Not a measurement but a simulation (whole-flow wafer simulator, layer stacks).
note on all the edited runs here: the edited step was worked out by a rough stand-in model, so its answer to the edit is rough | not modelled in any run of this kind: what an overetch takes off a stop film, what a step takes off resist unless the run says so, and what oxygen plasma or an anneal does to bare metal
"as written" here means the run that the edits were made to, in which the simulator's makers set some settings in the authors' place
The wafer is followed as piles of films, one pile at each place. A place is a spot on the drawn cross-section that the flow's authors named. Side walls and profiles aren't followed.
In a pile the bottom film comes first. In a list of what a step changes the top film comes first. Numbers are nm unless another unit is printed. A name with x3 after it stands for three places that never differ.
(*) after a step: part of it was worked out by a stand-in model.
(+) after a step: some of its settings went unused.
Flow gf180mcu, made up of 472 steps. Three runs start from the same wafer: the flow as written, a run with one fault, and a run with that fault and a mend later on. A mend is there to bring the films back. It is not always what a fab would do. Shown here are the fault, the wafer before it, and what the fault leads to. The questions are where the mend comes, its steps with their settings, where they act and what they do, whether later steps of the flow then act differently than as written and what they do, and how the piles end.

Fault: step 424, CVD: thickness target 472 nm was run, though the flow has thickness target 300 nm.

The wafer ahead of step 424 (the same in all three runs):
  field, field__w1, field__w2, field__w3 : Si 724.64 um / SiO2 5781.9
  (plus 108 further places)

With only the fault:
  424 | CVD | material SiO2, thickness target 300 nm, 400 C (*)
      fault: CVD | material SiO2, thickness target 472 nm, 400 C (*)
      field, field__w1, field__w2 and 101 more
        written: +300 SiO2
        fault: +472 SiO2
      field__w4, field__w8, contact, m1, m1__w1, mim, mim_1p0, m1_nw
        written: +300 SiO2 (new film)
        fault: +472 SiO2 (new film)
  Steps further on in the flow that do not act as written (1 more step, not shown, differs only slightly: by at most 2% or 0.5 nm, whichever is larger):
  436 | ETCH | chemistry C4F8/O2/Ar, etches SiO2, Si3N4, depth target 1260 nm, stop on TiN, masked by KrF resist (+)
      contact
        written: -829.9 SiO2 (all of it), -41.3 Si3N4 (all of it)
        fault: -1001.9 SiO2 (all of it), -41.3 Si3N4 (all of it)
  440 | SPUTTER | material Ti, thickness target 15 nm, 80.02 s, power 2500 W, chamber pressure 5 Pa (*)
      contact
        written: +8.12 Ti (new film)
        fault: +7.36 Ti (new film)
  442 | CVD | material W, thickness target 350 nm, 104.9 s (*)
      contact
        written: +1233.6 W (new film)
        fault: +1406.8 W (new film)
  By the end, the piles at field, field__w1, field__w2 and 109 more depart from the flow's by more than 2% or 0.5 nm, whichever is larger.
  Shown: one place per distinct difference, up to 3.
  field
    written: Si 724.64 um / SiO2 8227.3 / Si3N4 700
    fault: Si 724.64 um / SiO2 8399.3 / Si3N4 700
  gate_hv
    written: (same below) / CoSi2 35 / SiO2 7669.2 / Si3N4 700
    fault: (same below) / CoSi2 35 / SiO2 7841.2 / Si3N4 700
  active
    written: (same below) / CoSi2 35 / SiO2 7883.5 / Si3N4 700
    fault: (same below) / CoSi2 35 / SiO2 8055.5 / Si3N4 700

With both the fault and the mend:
  After step 424 comes the mend.
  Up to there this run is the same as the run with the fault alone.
  424a | WET ETCH | chemistry dHF, depth target 172 nm, 25 C, dilution 100:1 (a further turn of the flow's step 17, with different settings)
      field, field__w1, field__w2 and 109 more
        -172 SiO2
  Every later step of the flow that is run acts as written at every place that is followed.
  By the end, the piles equal the flow's at every place that both follow.
